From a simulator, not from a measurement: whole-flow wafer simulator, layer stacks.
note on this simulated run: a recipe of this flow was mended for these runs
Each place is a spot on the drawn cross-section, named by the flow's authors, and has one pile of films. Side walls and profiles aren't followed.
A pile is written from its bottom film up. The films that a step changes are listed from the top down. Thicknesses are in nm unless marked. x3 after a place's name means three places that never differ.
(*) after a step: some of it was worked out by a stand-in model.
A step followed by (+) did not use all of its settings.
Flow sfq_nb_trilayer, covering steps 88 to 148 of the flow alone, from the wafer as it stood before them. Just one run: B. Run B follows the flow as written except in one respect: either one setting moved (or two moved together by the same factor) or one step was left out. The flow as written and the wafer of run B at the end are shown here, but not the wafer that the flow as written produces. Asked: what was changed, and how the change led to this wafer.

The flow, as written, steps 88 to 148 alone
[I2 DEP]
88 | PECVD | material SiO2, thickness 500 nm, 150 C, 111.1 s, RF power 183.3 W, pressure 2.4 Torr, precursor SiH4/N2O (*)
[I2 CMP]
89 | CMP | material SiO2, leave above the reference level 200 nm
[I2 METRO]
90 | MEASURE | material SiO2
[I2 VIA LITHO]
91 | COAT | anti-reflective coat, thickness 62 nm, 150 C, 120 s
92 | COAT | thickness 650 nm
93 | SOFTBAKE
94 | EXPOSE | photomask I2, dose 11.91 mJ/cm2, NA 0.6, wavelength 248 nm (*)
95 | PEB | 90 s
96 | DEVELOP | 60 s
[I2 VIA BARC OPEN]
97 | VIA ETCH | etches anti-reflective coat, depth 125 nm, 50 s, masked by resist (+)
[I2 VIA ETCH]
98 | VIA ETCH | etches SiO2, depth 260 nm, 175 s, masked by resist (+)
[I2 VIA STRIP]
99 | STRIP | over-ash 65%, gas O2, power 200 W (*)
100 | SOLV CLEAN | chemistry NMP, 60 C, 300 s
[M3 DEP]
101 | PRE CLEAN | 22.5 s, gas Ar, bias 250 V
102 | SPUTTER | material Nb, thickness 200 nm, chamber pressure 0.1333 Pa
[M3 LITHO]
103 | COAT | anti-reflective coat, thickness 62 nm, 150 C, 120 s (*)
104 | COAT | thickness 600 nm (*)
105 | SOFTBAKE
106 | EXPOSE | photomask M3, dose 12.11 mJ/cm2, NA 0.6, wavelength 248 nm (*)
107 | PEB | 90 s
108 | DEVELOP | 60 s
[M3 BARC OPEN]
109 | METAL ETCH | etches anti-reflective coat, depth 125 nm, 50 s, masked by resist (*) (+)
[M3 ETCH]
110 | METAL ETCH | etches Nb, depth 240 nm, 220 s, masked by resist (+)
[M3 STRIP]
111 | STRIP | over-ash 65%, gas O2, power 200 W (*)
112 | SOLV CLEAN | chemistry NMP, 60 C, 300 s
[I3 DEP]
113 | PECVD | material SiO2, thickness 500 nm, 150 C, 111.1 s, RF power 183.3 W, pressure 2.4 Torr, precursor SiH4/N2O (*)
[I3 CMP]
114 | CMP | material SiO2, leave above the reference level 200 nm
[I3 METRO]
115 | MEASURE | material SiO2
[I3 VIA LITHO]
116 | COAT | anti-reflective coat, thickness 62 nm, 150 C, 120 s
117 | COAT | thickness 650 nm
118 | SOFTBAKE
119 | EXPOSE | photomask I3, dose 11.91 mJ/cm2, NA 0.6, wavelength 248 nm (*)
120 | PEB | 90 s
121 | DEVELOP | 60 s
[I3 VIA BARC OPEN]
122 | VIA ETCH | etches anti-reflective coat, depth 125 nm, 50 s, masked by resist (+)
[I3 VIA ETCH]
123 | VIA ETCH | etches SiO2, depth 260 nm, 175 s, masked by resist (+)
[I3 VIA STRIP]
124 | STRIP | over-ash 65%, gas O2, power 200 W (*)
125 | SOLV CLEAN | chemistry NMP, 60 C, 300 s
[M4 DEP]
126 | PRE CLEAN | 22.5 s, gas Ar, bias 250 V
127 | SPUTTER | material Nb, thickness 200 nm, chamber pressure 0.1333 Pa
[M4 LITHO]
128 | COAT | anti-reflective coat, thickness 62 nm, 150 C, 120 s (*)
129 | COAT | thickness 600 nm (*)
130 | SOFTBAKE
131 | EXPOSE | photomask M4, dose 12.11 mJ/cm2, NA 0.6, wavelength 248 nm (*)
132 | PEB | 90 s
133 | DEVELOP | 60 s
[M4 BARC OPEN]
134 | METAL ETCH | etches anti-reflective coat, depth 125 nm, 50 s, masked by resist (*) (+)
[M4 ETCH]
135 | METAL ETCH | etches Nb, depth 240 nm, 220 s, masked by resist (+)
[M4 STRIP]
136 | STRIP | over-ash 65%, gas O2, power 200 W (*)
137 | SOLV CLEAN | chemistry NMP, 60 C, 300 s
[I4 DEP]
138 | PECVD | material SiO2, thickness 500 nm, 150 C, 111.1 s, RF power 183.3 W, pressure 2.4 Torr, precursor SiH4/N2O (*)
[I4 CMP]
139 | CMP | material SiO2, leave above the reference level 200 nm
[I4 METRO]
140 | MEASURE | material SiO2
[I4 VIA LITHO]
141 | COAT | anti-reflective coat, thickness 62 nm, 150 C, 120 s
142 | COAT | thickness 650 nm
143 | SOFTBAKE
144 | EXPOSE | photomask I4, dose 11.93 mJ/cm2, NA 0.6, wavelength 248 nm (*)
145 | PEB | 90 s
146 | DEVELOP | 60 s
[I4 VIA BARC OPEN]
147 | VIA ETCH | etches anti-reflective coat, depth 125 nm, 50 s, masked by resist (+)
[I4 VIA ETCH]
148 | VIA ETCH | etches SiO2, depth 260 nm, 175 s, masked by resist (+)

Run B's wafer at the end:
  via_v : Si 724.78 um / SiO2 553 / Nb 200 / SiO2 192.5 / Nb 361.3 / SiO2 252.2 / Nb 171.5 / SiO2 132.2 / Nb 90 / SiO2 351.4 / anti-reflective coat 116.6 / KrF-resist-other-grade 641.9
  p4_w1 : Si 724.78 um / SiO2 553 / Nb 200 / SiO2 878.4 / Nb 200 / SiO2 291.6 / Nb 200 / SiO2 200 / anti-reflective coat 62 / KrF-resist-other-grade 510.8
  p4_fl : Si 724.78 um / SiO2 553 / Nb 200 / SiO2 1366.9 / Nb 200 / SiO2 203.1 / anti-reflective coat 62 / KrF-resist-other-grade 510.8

Cause: step 88, PECVD: RF power 87.07 W was run, while the flow as written has RF power 183.3 W.

The path from the change to this, step by step:
  88 | PECVD | material SiO2, thickness 500 nm, 150 C, 111.1 s, RF power 183.3 W, pressure 2.4 Torr, precursor SiH4/N2O (*)
      field_l, be, be_sur and 81 more: +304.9 SiO2 (it would be, as written: +500 SiO2)
      v_sur, via_wl, via_w and 18 more: +304.9 SiO2 (new film) (it would be, as written: +500 SiO2 (new film))
      (as well as at 1 more place)
  89 | CMP | material SiO2, leave above the reference level 200 nm
      field_l, be, be_sur and 81 more: nothing (it would be, as written: -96 SiO2)
      via_v: nothing (it would be, as written: -181.6 SiO2)
      (as well as at 21 more places)
  91 | COAT | anti-reflective coat, thickness 62 nm, 150 C, 120 s
      be_r, m0r_line_r x3: +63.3 anti-reflective coat (new film) (it would be, as written: +62 anti-reflective coat (new film))
      via_w, be_sur, p4_fl: +66.4 anti-reflective coat (new film) (it would be, as written: +62 anti-reflective coat (new film))
      (as well as at 70 more places)
  92 | COAT | thickness 650 nm
      m0r_line_l x3: +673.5 KrF-resist-other-grade (new film) (it would be, as written: +650 KrF-resist-other-grade (new film))
      m0r_line_r x3: +673.8 KrF-resist-other-grade (new film) (it would be, as written: +650 KrF-resist-other-grade (new film))
      (as well as at 34 more places)
  96 | DEVELOP | 60 s
      via_w: -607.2 KrF-resist-other-grade (all of it) (it would be, as written: -648.6 KrF-resist-other-grade (all of it))
  97 | VIA ETCH | etches anti-reflective coat, depth 125 nm, 50 s, masked by resist (+)
      via_w: -66.4 anti-reflective coat (all of it), -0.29 SiO2 (it would be, as written: -62 anti-reflective coat (all of it), -0.31 SiO2)
  99 | STRIP | over-ash 65%, gas O2, power 200 W (*)
      m0r_line_l x3: -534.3 KrF-resist-other-grade (all of it), -63.7 anti-reflective coat (all of it) (it would be, as written: -510.8 KrF-resist-other-grade (all of it), -62 anti-reflective coat (all of it))
      m0r_space_l, m6r_space_l x2: -516.3 KrF-resist-other-grade (all of it), -85.6 anti-reflective coat (all of it) (it would be, as written: -510.8 KrF-resist-other-grade (all of it), -62 anti-reflective coat (all of it))
      (as well as at 76 more places)
  102 | SPUTTER | material Nb, thickness 200 nm, chamber pressure 0.1333 Pa
      via_v: +171.5 Nb (new film) (it would be, as written: +200 Nb (new film))
  103 | COAT | anti-reflective coat, thickness 62 nm, 150 C, 120 s (*)
      m0r_space_l, m0r_space_r, m6r_space_l x2, m6r_space_r x2: +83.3 anti-reflective coat (new film) (it would be, as written: +62 anti-reflective coat (new film))
      p3_s2, p3_s5, m8r_gap_c: +63.8 anti-reflective coat (new film) (it would be, as written: +62 anti-reflective coat (new film))
      (as well as at 60 more places)
  104 | COAT | thickness 600 nm (*)
      m0r_line_l x3, m0r_line_r x3, m5r_line_l, m5r_line_r: +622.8 KrF-resist-other-grade (new film) (it would be, as written: +600 KrF-resist-other-grade (new film))
      wl_g_sr, r5r_space_c: +623 KrF-resist-other-grade (new film) (it would be, as written: +600 KrF-resist-other-grade (new film))
      (as well as at 34 more places)
  108 | DEVELOP | 60 s
      m0r_line_l x3, m0r_line_r x3, m5r_line_l, m5r_line_r: -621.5 KrF-resist-other-grade (all of it) (it would be, as written: -598.7 KrF-resist-other-grade (all of it))
      wl_g_sr, r5r_space_c: -621.7 KrF-resist-other-grade (all of it) (it would be, as written: -598.7 KrF-resist-other-grade (all of it))
      (as well as at 18 more places)
  109 | METAL ETCH | etches anti-reflective coat, depth 125 nm, 50 s, masked by resist (*) (+)
      m0r_space_l, m0r_space_r, m6r_space_l x2, m6r_space_r x2: -83.3 anti-reflective coat (all of it) (it would be, as written: -62 anti-reflective coat (all of it))
      p3_s2, p3_s5, m8r_gap_c: -63.8 anti-reflective coat (all of it) (it would be, as written: -62 anti-reflective coat (all of it))
      (as well as at 37 more places)
  111 | STRIP | over-ash 65%, gas O2, power 200 W (*)
      v_sur: -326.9 KrF-resist-other-grade (all of it), -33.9 anti-reflective coat (all of it) (it would be, as written: -361 KrF-resist-other-grade (all of it), -46 anti-reflective coat (all of it))
      via_wl: -337.7 KrF-resist-other-grade (all of it), -19.2 anti-reflective coat (all of it) (it would be, as written: -381.1 KrF-resist-other-grade (all of it), -16.7 anti-reflective coat (all of it))
      (as well as at 23 more places)
  113 | PECVD | material SiO2, thickness 500 nm, 150 C, 111.1 s, RF power 183.3 W, pressure 2.4 Torr, precursor SiH4/N2O (*)
      via_v: +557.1 SiO2 (new film) (it would be, as written: +500 SiO2 (new film))
  114 | CMP | material SiO2, leave above the reference level 200 nm
      field_l, be, be_sur and 64 more: nothing (it would be, as written: -96 SiO2)
      p4_w1, p4_w2, p4_w3 and 6 more: -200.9 SiO2 (it would be, as written: -300 SiO2)
      (as well as at 9 more places)
  123 | VIA ETCH | etches SiO2, depth 260 nm, 175 s, masked by resist (+)
      via_v: -260 SiO2 (it would be, as written: -199.7 SiO2 (all of it), -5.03 Nb)
  ... 11 other steps ...
  147 | VIA ETCH | etches anti-reflective coat, depth 125 nm, 50 s, masked by resist (+)
      via_wl: -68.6 anti-reflective coat (all of it), -0.28 SiO2 (it would be, as written: -62 anti-reflective coat (all of it), -0.31 SiO2)
      via_w: -71 anti-reflective coat (all of it), -0.27 SiO2 (it would be, as written: -62 anti-reflective coat (all of it), -0.31 SiO2)
      (as well as at 1 more place)
Taking metal films that touch as one body, via_v has 4 bodies (between them, from the top down: SiO2 132.2; SiO2 252.2; SiO2 192.5); the flow as written gives 3 bodies (between them, from the top down: SiO2 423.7; SiO2 192.5).
